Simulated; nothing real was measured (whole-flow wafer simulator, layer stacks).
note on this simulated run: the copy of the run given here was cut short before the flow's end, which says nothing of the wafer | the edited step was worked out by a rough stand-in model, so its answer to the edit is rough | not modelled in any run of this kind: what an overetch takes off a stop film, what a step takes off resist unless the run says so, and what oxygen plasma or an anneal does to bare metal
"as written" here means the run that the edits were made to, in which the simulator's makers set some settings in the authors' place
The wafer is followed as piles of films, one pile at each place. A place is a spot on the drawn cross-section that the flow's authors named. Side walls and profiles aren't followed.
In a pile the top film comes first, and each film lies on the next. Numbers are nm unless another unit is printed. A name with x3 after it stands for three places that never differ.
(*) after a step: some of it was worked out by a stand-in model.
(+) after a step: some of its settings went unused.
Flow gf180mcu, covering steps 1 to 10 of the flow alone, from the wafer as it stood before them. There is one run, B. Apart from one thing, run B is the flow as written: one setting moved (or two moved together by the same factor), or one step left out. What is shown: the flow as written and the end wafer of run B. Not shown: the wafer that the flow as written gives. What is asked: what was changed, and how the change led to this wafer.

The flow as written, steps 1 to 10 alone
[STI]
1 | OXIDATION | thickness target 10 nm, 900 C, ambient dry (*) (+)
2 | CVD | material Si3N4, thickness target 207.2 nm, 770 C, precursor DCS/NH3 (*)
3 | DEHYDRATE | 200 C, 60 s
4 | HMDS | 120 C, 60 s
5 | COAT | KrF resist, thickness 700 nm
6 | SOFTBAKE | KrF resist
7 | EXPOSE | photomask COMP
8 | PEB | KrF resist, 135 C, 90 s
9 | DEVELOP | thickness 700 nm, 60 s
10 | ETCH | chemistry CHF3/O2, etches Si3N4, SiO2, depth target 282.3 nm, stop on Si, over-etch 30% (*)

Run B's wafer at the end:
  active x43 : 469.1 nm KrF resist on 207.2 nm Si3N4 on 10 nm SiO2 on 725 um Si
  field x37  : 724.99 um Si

What caused this: step 10, ETCH: over-etch 12.4% was run, though the flow has over-etch 30%.

Step by step, how the change led to this:
  10 | ETCH | chemistry CHF3/O2, etches Si3N4, SiO2, depth target 282.3 nm, stop on Si, over-etch 30% (*)
      active x43: KrF resist loses 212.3 (as written it would have been: KrF resist loses 245.5)
      field x37: Si3N4 loses 207.2 (all of it), SiO2 loses 10 (all of it), Si loses 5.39 (as written it would have been: Si3N4 loses 207.2 (all of it), SiO2 loses 10 (all of it), Si loses 13)
